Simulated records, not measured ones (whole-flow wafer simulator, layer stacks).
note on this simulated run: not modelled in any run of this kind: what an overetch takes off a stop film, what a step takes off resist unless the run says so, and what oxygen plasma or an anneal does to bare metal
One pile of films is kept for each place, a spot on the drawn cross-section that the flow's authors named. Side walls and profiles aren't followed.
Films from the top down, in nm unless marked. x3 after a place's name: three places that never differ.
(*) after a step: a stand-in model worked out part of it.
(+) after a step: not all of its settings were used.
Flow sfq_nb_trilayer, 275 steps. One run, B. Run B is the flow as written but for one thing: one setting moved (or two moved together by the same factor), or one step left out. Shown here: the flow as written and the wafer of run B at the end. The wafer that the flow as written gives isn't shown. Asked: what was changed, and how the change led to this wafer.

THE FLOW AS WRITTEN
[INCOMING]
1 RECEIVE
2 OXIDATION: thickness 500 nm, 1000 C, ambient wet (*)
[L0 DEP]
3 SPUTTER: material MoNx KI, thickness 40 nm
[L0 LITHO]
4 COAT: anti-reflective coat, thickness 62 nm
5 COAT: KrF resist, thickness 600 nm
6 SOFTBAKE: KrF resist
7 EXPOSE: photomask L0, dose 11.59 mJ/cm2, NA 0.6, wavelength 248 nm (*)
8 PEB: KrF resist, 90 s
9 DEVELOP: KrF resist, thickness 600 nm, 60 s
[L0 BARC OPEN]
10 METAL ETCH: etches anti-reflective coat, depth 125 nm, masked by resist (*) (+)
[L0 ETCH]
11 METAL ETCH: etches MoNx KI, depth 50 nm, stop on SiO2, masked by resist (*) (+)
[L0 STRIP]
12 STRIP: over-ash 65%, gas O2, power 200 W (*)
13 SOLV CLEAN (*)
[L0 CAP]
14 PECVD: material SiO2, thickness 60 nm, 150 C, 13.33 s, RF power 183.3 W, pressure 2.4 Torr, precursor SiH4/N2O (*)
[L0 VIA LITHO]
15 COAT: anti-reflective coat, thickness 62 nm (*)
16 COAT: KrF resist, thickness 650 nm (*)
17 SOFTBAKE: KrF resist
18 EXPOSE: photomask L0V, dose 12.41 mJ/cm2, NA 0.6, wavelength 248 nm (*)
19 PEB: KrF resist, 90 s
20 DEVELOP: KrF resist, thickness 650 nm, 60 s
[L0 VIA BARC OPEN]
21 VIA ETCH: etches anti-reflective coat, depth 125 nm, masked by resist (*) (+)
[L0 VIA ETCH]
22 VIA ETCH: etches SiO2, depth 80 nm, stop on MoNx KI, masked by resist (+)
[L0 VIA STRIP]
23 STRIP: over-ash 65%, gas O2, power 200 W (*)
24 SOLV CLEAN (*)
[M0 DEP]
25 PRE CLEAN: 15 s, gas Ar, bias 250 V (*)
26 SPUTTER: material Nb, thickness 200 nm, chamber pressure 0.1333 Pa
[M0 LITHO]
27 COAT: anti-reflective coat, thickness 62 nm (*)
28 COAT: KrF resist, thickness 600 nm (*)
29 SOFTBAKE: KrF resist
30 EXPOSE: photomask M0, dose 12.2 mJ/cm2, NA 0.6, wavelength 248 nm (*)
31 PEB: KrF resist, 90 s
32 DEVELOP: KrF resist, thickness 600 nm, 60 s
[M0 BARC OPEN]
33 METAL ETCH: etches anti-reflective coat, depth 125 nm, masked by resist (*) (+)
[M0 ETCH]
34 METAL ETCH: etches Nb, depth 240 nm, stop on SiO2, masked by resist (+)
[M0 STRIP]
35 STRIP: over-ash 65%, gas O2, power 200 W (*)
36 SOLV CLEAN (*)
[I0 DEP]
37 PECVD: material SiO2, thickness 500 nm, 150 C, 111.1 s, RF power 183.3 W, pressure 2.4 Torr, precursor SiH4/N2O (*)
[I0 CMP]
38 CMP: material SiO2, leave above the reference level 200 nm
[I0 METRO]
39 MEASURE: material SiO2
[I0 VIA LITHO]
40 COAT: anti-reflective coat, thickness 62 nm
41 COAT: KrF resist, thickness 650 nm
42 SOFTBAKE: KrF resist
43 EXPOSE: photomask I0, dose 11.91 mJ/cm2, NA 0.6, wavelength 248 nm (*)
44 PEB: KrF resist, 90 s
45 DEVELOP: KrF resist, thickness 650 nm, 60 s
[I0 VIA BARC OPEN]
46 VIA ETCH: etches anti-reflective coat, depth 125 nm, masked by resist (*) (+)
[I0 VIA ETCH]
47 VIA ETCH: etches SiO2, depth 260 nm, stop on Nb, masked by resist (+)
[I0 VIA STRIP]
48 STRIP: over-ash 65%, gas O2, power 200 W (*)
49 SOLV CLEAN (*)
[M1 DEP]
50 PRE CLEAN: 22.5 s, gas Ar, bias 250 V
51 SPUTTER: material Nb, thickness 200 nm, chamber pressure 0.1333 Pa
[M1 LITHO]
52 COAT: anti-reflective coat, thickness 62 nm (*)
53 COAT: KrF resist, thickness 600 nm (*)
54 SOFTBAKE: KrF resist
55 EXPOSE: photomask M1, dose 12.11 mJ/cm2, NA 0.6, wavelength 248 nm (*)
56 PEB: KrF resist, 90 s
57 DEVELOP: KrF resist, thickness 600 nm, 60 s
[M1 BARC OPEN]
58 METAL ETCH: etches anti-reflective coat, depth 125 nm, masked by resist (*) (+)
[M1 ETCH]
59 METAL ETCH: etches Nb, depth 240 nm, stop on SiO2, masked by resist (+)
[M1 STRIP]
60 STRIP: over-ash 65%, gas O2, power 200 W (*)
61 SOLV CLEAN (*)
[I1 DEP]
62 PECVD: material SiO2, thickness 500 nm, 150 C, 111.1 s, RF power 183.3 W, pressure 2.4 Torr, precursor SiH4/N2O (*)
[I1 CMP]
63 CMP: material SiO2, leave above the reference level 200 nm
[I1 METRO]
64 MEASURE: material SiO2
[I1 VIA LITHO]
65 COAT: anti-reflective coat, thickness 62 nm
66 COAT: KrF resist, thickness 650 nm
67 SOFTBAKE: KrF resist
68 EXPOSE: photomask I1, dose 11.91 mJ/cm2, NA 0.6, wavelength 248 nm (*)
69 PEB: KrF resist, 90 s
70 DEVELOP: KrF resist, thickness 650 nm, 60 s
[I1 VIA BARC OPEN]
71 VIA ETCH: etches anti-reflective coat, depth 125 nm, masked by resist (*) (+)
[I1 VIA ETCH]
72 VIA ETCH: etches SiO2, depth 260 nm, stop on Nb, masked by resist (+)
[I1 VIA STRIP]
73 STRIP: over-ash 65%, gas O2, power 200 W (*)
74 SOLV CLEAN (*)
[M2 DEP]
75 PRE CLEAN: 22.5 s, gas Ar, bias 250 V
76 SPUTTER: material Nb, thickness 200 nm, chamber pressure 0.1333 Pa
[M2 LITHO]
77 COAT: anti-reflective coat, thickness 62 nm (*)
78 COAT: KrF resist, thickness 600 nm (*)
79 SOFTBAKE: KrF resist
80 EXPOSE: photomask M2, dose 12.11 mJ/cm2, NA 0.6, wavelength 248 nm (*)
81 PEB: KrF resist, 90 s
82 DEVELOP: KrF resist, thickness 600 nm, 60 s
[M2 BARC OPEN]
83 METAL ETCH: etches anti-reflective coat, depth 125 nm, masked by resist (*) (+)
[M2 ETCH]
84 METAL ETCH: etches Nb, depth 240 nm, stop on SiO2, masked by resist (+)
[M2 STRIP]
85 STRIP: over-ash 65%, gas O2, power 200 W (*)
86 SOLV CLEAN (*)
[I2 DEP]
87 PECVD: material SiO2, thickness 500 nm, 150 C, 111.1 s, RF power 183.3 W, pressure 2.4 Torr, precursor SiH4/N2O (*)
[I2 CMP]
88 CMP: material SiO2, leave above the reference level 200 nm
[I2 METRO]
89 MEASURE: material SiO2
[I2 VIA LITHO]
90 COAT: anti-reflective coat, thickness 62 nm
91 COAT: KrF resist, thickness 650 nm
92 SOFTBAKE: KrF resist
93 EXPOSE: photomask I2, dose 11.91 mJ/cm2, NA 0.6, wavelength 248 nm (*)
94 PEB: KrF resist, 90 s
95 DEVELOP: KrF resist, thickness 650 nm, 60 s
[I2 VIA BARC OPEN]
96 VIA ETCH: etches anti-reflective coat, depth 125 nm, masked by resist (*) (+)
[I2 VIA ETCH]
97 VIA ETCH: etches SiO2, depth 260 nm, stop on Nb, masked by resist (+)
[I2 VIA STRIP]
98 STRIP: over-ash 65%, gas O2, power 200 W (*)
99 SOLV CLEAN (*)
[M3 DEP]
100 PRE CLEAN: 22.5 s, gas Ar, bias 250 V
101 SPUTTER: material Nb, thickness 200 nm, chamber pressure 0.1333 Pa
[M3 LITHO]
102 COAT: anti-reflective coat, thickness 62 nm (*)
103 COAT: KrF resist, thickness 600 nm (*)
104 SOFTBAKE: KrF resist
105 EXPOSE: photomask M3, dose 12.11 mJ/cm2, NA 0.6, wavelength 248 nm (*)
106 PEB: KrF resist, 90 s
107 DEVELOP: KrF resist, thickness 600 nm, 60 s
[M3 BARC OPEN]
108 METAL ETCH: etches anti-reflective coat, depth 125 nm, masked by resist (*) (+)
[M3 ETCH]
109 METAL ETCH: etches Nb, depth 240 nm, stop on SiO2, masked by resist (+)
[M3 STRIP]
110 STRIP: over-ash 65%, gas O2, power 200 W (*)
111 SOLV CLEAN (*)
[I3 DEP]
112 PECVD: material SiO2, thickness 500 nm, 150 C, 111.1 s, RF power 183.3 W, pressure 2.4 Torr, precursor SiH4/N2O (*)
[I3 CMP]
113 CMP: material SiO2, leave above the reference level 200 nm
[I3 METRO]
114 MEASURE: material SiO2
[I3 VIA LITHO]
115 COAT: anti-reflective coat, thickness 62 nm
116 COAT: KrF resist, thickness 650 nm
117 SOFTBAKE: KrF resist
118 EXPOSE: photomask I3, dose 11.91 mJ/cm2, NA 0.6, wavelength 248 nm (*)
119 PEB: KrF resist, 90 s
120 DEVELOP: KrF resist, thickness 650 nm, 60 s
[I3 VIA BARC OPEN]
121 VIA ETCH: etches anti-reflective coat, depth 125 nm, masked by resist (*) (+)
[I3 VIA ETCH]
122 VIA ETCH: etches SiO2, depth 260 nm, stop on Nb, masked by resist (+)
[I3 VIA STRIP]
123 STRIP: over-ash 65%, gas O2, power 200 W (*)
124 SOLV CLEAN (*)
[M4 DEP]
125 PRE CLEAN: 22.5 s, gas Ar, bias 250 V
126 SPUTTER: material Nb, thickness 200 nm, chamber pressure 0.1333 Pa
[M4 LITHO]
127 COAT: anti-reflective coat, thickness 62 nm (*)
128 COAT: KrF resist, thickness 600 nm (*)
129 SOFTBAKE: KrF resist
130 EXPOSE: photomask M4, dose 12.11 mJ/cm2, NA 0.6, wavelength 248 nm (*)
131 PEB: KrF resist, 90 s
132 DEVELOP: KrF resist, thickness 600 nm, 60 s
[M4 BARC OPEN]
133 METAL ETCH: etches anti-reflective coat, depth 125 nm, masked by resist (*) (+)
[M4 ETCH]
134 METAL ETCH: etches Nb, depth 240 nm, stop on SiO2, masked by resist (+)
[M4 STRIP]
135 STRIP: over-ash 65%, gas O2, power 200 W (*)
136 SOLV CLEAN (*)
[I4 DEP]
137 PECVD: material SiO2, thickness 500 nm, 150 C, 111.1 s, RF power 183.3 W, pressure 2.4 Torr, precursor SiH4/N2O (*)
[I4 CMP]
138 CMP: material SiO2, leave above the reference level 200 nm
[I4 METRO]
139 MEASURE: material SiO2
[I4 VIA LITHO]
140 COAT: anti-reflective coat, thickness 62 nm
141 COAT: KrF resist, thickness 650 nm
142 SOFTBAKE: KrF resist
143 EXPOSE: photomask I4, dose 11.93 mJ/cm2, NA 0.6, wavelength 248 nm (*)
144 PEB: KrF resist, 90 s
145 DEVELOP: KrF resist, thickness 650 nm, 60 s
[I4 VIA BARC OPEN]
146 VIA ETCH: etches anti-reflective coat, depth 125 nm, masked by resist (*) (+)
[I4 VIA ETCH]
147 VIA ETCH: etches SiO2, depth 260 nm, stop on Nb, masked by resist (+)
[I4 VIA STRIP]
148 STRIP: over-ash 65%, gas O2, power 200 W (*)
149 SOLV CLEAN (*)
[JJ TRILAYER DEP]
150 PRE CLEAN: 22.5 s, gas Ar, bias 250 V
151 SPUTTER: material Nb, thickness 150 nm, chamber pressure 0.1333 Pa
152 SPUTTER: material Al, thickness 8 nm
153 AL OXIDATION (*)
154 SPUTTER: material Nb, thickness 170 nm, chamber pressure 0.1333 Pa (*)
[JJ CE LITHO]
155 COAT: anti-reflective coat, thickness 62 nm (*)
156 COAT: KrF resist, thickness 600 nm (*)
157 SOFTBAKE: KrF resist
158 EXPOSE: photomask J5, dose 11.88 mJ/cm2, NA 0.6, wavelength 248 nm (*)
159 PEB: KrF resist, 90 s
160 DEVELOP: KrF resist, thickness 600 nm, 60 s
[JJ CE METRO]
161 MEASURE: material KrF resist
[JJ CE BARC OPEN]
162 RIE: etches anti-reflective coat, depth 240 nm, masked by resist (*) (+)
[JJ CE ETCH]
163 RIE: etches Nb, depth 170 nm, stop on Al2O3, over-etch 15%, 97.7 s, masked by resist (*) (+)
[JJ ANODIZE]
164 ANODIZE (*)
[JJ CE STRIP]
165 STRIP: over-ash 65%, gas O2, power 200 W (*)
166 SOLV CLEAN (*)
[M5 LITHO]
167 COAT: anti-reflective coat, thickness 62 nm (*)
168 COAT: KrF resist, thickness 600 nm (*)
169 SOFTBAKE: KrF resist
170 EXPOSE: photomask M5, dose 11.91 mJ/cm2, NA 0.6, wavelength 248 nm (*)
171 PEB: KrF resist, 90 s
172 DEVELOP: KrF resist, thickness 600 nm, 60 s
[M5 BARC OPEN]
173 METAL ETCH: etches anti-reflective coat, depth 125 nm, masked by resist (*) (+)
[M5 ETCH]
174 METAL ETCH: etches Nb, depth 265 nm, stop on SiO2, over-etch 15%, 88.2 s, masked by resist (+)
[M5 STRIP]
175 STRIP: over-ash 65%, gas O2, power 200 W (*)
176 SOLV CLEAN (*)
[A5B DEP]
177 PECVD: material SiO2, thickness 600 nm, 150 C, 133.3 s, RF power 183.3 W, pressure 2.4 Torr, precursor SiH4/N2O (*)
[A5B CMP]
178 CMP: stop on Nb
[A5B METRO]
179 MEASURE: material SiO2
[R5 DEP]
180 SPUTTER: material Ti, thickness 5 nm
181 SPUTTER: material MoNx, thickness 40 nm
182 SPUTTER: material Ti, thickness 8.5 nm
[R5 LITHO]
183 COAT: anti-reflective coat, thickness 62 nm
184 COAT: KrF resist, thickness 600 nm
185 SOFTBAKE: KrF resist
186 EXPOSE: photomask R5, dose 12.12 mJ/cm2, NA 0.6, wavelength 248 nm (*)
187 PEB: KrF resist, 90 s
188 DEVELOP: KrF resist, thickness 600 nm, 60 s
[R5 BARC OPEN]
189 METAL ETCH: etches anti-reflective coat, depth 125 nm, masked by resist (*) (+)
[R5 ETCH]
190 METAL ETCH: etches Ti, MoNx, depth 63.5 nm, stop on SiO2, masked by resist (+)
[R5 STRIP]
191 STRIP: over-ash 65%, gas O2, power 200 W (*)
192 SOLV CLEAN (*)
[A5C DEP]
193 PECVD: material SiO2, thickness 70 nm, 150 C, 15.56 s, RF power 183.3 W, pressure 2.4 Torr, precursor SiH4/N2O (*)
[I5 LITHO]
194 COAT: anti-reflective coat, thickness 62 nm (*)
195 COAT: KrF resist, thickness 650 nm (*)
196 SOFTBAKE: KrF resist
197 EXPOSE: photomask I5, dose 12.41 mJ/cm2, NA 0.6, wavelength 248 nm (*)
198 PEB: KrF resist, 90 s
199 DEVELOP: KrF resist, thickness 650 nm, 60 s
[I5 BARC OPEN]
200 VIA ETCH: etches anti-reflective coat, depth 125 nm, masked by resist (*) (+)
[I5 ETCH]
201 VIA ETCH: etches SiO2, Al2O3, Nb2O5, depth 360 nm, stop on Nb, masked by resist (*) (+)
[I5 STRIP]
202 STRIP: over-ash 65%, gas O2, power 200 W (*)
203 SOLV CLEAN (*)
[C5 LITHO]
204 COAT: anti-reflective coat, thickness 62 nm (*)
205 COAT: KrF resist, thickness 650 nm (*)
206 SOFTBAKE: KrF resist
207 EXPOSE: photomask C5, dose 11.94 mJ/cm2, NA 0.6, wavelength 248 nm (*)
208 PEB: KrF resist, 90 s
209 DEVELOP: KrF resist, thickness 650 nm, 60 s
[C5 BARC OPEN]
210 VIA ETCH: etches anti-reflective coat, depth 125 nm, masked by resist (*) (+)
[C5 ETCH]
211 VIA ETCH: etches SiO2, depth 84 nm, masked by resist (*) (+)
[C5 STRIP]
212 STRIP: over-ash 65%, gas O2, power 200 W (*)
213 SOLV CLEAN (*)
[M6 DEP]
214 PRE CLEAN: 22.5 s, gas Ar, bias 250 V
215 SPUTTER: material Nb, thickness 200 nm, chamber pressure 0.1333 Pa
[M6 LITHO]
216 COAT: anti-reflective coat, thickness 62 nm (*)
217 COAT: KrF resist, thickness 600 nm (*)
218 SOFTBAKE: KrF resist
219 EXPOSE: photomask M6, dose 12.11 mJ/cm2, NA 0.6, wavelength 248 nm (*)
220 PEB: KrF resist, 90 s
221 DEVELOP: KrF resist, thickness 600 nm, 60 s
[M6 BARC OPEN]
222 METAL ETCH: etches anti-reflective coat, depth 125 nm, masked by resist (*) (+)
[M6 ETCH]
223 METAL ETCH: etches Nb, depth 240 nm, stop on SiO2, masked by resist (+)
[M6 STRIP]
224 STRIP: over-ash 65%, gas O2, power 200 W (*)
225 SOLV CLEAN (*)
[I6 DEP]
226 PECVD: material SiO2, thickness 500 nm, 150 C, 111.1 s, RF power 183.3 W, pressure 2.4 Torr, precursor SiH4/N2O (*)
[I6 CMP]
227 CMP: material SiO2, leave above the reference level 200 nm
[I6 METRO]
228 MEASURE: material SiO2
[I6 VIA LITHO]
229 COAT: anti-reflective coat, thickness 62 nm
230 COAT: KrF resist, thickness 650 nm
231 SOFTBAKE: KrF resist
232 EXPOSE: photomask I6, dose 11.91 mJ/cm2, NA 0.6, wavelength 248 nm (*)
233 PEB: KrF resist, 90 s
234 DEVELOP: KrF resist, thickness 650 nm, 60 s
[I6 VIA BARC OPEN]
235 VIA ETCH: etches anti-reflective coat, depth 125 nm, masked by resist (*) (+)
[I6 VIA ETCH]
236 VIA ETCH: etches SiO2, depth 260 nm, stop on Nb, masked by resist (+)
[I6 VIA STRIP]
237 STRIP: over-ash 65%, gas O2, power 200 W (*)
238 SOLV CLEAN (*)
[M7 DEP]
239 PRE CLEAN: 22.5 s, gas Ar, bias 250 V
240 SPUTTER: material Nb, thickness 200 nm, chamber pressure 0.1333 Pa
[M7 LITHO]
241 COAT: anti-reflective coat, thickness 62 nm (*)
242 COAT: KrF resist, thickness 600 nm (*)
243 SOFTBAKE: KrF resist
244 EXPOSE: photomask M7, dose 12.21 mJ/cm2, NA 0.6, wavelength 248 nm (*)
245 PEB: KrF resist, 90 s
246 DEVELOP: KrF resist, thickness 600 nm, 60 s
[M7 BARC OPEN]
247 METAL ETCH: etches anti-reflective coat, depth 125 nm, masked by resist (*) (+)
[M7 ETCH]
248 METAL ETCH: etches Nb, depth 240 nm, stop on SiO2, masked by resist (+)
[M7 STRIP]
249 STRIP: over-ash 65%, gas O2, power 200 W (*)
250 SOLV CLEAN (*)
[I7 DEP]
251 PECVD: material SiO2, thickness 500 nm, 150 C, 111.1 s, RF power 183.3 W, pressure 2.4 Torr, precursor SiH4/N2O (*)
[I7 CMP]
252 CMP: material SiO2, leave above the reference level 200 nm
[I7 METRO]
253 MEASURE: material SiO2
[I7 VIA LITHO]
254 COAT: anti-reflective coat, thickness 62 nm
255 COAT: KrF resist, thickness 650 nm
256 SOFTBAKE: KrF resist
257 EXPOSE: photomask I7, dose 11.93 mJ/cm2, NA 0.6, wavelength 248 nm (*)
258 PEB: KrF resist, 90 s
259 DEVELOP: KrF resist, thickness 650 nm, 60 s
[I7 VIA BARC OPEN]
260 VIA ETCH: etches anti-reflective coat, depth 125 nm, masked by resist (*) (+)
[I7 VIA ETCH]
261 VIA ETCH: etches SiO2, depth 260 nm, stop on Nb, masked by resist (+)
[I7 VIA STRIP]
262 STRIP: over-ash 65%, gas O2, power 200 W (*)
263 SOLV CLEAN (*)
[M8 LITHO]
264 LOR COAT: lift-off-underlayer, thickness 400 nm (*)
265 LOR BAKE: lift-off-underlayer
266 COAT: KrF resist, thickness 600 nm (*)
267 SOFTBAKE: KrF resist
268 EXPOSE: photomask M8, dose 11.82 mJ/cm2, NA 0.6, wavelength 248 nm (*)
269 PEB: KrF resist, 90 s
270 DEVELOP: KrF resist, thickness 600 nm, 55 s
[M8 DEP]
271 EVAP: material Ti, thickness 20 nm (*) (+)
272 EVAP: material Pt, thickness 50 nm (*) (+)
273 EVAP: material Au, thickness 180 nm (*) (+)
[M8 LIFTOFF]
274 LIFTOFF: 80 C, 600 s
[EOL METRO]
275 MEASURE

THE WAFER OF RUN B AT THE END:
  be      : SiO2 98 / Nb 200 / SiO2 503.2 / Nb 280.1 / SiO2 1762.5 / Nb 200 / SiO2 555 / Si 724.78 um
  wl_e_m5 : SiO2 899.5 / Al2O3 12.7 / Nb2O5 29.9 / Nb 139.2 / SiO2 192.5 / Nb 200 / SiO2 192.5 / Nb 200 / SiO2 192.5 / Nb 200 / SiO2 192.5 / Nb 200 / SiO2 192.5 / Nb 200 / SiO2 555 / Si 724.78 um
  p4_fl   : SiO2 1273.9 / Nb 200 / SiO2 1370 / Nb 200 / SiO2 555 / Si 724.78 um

The cause: step 252, CMP: leave above the reference level 98 nm was run, where the flow has leave above the reference level 200 nm.
It can be read off the wafer: be has SiO2 98, and step 252 as written asks for 200 nm.

How the change led to this, step by step:
  252 CMP: material SiO2, leave above the reference level 200 nm
      field_l, p4_fl, p4_fm and 56 more: SiO2 -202 (as written it would be: SiO2 -100)
      v_sur, via_wl, via_w and 37 more: SiO2 -402 (as written it would be: SiO2 -300)
      (and at 7 more places)
  261 VIA ETCH: etches SiO2, depth 260 nm, stop on Nb, masked by resist (+)
      field_l, v_sur, via_sp and 100 more: KrF resist -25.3 (as written it would be: KrF resist -44.8)
      via_wl, via_w, via_wr: SiO2 -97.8 (all of it) (as written it would be: SiO2 -199.8 (all of it))
  262 STRIP: over-ash 65%, gas O2, power 200 W (*)
      field_l, v_sur, via_sp and 100 more: KrF resist -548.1 (all of it), anti-reflective coat -62 (all of it) (as written it would be: KrF resist -528.6 (all of it), anti-reflective coat -62 (all of it))
  264 LOR COAT: lift-off-underlayer, thickness 400 nm (*)
      via_wl, via_wr: lift-off-underlayer +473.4 (new film) (as written it would be: lift-off-underlayer +549.8 (new film))
      v_sur: lift-off-underlayer +385 (new film) (as written it would be: lift-off-underlayer +369.4 (new film))
      (and at 2 more places)
  266 COAT: KrF resist, thickness 600 nm (*)
      via_wl: KrF resist +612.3 (new film) (as written it would be: KrF resist +625.2 (new film))
      via_w: KrF resist +618 (new film) (as written it would be: KrF resist +636.8 (new film))
      (and at 1 more place)
  270 DEVELOP: KrF resist, thickness 600 nm, 55 s
      v_sur: KrF resist -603 (all of it), lift-off-underlayer -385 (all of it) (as written it would be: KrF resist -607.3 (all of it), lift-off-underlayer -369.4 (all of it))
      via_wl: KrF resist -611 (all of it), lift-off-underlayer -473.4 (all of it) (as written it would be: KrF resist -623.9 (all of it), lift-off-underlayer -549.8 (all of it))
      (and at 3 more places)
